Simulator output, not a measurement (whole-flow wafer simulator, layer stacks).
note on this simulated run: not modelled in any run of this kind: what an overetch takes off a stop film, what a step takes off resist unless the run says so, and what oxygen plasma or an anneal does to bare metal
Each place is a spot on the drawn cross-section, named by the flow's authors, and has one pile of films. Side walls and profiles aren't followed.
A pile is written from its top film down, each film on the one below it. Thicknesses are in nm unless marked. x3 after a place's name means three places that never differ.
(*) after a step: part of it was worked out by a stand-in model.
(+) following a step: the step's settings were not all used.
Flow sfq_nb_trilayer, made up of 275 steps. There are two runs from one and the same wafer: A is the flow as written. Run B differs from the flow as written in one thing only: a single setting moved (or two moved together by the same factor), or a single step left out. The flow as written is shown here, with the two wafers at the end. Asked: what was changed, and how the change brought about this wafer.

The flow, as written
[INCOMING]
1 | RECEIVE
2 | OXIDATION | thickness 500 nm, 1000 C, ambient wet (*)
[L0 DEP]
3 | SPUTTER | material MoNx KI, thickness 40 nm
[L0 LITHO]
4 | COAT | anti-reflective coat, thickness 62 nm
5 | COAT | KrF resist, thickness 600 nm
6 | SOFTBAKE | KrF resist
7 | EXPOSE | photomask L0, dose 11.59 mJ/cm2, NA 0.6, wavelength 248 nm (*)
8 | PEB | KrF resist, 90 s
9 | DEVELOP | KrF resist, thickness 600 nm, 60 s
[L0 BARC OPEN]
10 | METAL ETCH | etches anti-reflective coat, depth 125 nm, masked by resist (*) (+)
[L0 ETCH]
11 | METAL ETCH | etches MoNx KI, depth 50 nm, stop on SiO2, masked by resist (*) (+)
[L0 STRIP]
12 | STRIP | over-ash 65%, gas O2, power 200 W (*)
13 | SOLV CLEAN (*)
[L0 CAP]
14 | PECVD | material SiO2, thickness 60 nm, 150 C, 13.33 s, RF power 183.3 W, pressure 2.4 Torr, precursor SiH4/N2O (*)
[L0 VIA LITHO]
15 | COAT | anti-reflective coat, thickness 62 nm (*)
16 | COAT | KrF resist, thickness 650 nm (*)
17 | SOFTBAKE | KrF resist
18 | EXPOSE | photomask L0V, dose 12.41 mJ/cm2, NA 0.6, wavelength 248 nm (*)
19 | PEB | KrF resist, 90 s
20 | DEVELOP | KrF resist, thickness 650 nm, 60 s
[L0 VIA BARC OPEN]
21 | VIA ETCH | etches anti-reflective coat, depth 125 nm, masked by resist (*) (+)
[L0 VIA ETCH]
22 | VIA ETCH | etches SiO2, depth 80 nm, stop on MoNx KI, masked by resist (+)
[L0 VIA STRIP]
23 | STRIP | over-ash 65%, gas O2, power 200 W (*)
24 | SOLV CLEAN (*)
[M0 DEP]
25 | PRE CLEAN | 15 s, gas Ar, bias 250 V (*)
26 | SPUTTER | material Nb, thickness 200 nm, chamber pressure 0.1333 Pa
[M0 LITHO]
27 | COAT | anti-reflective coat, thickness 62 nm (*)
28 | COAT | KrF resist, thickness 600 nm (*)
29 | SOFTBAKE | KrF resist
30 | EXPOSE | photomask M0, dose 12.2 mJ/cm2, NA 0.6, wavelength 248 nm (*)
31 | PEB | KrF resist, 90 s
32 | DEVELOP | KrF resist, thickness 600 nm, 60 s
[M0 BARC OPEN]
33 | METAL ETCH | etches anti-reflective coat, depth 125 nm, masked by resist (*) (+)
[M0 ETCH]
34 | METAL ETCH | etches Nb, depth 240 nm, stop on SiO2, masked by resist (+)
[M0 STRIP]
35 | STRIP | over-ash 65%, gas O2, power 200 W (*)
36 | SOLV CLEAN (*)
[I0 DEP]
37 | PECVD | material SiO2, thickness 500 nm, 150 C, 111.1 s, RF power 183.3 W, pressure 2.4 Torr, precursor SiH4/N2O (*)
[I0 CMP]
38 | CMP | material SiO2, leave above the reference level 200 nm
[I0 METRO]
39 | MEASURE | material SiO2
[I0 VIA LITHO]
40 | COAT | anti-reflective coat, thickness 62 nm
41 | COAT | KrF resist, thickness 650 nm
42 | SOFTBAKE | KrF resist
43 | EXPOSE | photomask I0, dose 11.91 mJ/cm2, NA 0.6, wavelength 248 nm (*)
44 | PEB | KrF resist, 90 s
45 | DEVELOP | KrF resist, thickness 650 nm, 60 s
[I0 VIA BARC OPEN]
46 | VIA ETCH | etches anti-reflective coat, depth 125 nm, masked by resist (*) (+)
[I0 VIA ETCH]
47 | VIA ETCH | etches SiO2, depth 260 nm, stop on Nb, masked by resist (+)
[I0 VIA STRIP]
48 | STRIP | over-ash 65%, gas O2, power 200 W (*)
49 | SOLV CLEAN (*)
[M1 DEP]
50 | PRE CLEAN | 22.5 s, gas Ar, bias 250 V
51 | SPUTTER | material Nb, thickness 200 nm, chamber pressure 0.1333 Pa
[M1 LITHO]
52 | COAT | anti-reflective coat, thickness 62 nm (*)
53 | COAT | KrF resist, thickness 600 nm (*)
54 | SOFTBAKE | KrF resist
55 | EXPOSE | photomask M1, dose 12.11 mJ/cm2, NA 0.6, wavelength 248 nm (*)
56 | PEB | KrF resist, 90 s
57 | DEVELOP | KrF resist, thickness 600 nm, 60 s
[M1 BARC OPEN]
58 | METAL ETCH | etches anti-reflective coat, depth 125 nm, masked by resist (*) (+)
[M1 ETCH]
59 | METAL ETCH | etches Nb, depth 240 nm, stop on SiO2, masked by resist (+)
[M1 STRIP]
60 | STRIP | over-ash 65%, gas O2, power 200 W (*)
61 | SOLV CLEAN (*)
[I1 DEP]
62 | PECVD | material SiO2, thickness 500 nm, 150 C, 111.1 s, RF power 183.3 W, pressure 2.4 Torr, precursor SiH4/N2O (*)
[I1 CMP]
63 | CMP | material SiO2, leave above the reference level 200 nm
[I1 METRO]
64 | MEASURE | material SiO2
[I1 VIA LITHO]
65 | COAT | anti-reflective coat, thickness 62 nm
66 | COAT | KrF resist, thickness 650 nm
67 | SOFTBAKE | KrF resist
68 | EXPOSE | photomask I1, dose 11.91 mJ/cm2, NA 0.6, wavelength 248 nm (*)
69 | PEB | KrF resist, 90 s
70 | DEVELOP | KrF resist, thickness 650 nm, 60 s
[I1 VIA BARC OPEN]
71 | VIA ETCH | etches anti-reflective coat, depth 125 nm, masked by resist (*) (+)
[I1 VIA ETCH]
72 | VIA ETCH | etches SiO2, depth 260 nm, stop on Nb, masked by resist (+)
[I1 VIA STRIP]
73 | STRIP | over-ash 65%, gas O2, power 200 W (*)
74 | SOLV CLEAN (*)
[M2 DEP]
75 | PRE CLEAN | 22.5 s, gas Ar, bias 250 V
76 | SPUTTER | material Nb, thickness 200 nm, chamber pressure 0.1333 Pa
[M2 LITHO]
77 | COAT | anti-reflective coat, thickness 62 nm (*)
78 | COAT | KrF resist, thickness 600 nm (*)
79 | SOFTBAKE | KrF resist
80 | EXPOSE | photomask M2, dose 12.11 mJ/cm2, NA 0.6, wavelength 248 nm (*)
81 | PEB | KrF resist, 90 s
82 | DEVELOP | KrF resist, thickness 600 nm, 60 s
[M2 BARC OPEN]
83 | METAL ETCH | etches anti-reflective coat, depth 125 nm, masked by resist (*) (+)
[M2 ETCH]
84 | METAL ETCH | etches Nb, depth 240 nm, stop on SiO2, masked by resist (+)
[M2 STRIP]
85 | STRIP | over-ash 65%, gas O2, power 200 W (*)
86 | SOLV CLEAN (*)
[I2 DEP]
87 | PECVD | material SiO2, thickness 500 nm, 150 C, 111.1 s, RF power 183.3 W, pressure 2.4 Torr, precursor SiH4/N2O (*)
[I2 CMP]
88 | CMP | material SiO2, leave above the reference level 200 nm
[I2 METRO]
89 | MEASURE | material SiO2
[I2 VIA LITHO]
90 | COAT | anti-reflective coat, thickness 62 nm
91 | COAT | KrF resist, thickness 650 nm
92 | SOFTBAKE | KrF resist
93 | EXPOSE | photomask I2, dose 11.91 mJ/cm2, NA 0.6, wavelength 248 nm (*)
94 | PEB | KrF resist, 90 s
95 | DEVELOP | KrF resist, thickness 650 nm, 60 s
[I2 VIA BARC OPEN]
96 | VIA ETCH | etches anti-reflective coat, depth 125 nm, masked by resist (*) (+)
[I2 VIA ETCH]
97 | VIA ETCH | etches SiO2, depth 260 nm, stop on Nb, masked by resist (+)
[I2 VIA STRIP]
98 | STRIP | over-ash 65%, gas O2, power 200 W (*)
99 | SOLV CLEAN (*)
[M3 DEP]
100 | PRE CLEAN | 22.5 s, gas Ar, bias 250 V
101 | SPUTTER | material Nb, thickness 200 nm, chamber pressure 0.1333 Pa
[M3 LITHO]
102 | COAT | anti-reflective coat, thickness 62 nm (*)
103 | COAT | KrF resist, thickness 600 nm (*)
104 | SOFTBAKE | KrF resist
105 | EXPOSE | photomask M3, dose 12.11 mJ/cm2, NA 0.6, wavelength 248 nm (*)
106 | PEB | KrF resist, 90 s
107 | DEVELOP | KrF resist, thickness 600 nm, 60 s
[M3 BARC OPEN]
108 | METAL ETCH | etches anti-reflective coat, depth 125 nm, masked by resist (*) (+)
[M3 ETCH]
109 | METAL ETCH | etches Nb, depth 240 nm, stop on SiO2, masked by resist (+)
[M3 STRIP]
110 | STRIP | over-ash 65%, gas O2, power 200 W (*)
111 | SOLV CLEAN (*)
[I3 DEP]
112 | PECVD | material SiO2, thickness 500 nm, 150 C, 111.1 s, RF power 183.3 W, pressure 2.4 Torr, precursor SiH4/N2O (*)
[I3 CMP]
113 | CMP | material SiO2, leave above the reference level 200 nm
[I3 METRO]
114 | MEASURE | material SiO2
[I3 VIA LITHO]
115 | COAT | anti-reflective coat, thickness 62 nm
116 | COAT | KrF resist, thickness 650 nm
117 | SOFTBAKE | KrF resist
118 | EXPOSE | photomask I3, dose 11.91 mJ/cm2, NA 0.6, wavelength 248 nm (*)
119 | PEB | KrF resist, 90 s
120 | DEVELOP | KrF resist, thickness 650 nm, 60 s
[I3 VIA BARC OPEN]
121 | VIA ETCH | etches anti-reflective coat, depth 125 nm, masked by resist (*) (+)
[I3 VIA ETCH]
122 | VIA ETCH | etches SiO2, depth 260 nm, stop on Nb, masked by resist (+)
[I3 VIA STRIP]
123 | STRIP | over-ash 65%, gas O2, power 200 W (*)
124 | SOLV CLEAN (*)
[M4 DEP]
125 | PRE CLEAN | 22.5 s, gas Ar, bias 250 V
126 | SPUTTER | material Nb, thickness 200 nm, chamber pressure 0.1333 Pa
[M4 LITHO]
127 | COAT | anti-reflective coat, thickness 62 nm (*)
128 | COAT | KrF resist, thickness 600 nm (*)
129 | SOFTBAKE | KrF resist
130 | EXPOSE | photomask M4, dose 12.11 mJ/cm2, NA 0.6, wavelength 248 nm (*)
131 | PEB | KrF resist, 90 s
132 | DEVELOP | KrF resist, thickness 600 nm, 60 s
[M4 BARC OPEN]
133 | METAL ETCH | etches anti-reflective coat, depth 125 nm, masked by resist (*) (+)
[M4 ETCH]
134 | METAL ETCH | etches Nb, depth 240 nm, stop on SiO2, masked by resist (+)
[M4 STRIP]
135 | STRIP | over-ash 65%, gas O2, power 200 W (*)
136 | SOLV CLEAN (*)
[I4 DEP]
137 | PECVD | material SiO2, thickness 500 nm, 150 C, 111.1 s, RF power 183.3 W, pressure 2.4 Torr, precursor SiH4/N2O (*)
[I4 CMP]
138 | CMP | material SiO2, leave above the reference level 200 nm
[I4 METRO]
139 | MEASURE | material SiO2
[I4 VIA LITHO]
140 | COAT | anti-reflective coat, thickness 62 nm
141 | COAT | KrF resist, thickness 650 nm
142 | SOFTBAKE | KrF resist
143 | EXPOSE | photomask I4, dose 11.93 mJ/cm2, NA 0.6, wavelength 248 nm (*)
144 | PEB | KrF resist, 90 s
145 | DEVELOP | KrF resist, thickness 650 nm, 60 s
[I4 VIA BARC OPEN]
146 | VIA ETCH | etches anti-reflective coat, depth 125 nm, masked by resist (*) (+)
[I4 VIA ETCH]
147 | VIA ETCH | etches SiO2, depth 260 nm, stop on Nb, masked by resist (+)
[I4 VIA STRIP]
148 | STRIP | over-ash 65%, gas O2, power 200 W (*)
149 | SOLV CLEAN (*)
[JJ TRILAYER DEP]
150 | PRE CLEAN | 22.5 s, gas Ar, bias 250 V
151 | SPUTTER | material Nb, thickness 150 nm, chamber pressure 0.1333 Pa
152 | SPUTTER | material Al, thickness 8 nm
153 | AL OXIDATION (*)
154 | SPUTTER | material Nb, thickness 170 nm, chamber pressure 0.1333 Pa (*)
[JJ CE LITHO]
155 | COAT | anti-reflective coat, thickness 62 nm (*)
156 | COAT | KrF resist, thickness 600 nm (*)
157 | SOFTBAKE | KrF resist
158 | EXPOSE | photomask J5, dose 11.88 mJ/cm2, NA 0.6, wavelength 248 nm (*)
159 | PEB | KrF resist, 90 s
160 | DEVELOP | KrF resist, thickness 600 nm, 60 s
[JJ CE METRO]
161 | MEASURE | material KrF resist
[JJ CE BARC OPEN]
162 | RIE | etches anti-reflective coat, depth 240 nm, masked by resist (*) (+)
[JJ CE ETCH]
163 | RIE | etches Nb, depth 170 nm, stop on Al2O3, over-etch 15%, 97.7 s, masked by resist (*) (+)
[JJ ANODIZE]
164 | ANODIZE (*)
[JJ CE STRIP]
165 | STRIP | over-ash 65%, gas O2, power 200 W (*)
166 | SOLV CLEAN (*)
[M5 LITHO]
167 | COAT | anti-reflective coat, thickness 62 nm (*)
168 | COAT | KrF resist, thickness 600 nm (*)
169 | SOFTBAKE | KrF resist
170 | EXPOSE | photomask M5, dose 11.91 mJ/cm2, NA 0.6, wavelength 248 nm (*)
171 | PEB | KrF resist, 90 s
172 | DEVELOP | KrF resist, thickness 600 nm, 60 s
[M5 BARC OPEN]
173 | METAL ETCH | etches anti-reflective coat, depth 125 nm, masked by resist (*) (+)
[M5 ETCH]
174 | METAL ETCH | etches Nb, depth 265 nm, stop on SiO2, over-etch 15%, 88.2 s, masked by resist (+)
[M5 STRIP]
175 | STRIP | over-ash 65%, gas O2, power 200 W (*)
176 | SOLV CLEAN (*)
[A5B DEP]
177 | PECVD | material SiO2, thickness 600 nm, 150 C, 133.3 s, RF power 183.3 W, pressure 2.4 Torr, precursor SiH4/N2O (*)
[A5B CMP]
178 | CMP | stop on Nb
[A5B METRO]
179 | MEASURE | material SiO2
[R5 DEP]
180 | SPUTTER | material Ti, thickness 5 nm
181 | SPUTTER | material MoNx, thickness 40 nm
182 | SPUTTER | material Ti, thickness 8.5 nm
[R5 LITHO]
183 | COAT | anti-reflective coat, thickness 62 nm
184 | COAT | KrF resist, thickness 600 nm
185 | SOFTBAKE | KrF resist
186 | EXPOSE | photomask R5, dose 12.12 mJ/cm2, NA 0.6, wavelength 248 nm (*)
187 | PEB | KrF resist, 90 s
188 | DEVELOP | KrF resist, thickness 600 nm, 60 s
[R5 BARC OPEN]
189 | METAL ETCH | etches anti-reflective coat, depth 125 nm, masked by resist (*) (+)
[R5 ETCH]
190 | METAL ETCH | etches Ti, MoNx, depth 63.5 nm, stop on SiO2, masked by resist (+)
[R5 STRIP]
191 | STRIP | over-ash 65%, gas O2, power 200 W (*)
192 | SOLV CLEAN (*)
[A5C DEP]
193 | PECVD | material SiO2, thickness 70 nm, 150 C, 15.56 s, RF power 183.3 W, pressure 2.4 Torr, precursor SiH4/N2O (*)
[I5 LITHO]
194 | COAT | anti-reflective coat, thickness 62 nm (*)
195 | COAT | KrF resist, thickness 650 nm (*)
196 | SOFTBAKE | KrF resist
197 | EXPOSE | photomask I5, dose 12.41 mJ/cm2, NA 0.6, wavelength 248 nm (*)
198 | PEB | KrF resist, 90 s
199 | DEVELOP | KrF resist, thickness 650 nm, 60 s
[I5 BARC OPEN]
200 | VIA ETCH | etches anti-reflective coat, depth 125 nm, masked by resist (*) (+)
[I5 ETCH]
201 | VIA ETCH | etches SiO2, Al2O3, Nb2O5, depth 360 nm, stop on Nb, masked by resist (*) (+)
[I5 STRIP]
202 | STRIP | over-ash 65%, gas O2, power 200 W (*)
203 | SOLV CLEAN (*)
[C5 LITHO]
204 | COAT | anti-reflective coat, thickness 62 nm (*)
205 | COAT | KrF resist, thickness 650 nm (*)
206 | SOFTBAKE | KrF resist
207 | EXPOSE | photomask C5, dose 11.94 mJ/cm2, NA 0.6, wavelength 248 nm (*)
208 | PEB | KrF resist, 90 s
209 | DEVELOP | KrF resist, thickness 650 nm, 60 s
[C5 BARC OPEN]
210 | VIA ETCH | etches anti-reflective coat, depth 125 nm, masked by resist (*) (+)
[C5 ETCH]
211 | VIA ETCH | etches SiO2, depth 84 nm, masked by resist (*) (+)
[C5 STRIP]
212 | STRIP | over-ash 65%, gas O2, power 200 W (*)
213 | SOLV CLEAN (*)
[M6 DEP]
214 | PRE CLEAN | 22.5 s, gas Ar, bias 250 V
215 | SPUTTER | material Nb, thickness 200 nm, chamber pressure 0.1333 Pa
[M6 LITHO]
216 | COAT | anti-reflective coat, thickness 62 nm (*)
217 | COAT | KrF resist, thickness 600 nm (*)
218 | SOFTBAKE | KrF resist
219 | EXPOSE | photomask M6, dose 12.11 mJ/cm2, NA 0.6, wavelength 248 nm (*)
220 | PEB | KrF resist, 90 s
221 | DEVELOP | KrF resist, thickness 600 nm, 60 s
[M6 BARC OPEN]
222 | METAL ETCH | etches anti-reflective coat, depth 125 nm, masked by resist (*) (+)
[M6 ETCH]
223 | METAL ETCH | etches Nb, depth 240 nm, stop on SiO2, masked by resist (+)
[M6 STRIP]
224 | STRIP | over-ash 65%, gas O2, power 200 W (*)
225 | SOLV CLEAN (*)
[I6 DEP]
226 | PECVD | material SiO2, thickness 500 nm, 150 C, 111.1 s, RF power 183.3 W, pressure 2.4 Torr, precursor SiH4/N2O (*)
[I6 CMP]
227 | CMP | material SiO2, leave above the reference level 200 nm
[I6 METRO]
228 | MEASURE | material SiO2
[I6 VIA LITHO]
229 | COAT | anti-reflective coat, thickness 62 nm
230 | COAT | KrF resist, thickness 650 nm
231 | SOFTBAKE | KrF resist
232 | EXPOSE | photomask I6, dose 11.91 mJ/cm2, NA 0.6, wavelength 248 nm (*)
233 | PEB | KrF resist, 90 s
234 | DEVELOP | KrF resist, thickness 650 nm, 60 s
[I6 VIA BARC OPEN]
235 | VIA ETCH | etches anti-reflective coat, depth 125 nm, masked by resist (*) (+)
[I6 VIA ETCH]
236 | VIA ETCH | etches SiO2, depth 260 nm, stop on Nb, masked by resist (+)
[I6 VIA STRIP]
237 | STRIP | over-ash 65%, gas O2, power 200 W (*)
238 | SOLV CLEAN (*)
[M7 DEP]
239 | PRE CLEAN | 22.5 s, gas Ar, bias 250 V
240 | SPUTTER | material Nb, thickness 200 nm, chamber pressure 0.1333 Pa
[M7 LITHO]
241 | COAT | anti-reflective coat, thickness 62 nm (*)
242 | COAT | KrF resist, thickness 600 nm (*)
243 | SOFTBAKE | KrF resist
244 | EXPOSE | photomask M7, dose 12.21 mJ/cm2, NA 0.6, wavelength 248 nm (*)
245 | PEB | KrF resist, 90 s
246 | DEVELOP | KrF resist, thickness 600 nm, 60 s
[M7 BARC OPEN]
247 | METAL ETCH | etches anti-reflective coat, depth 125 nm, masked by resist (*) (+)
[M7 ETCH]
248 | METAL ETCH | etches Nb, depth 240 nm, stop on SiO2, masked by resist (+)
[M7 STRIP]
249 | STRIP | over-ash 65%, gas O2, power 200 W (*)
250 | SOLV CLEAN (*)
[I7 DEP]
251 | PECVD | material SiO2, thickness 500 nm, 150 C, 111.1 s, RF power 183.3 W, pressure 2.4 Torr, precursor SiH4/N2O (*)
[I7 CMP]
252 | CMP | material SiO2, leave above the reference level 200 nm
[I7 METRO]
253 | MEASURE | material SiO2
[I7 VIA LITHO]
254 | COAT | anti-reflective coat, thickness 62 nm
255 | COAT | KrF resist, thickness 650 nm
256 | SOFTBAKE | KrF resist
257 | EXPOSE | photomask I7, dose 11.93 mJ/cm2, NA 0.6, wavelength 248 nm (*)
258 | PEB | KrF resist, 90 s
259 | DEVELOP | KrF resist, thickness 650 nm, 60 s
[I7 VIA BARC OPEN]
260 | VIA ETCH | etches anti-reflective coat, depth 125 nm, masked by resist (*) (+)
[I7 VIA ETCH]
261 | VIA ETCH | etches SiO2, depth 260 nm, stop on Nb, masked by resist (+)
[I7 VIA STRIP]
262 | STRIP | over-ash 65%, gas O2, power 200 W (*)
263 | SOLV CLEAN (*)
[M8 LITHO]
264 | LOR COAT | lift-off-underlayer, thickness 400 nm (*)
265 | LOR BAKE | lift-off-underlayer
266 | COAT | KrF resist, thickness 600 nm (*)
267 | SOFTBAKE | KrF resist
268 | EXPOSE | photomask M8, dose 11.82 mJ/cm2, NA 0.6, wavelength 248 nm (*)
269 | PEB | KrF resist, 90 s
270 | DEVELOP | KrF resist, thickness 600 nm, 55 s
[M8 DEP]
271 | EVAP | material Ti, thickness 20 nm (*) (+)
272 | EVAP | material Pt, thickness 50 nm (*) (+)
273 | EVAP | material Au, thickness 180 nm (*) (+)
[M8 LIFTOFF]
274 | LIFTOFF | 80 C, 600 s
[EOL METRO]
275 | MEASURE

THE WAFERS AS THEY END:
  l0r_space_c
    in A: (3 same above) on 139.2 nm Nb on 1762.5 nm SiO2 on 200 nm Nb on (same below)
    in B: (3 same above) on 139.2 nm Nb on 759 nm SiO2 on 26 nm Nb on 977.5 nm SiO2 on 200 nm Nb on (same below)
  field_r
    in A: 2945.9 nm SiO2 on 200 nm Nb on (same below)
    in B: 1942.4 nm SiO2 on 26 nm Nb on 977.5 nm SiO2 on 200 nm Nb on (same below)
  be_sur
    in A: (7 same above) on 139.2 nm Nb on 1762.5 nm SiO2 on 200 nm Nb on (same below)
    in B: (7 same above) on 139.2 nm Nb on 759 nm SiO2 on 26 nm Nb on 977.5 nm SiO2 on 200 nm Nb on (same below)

The reason: step 109, METAL ETCH: depth 174 nm was run, though the flow has depth 240 nm.

How this came from the change, step by step:
  109 | METAL ETCH | etches Nb, depth 240 nm, stop on SiO2, masked by resist (+)
      field_l, be, be_sur and 72 more: A Nb loses 200 (all of it) | B Nb loses 174
      v_sur, via_wl, via_w and 28 more: A KrF resist loses 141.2 | B KrF resist loses 102.4
  110 | STRIP | over-ash 65%, gas O2, power 200 W (*)
      p4_w1, p4_w2, p4_w3 and 21 more: A KrF resist loses 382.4 (all of it), anti-reflective coat loses 62 (all of it) | B KrF resist loses 421.2 (all of it), anti-reflective coat loses 62 (all of it)
      via_wl, via_wr: A KrF resist loses 384.2 (all of it), anti-reflective coat loses 34.2 (all of it) | B KrF resist loses 423 (all of it), anti-reflective coat loses 34.2 (all of it)
      (as well as at 5 more places)
  112 | PECVD | material SiO2, thickness 500 nm, 150 C, 111.1 s, RF power 183.3 W, pressure 2.4 Torr, precursor SiH4/N2O (*)
      field_l, be, be_sur and 64 more: A SiO2 gains 500 | B SiO2 gains 500 (new film)
      p4_g1, p4_g2, p3_s0, p3_s1, p3_s2, p3_s3, p3_s4, p3_s5: A SiO2 gains 557.1 | B SiO2 gains 531.1 (new film)
  113 | CMP | material SiO2, leave above the reference level 200 nm
      field_l, be, be_sur and 64 more: A SiO2 loses 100 | B SiO2 loses 126
Taking metal films that touch as one body, l0r_space_c has 3 bodies (between them, from the top down: SiO2 759; SiO2 977.5); the flow as written gives 2 bodies (between them, from the top down: SiO2 1762.5).
Taking metal films that touch as one body, field_r has 2 bodies (between them, from the top down: SiO2 977.5); the flow as written gives 1 body.
Taking metal films that touch as one body, be_sur has 5 bodies (between them, from the top down: SiO2 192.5; SiO2 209 / Al2O3 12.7 / Nb2O5 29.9; SiO2 759; SiO2 977.5); the flow as written gives 4 bodies (between them, from the top down: SiO2 192.5; SiO2 209 / Al2O3 12.7 / Nb2O5 29.9; SiO2 1762.5).
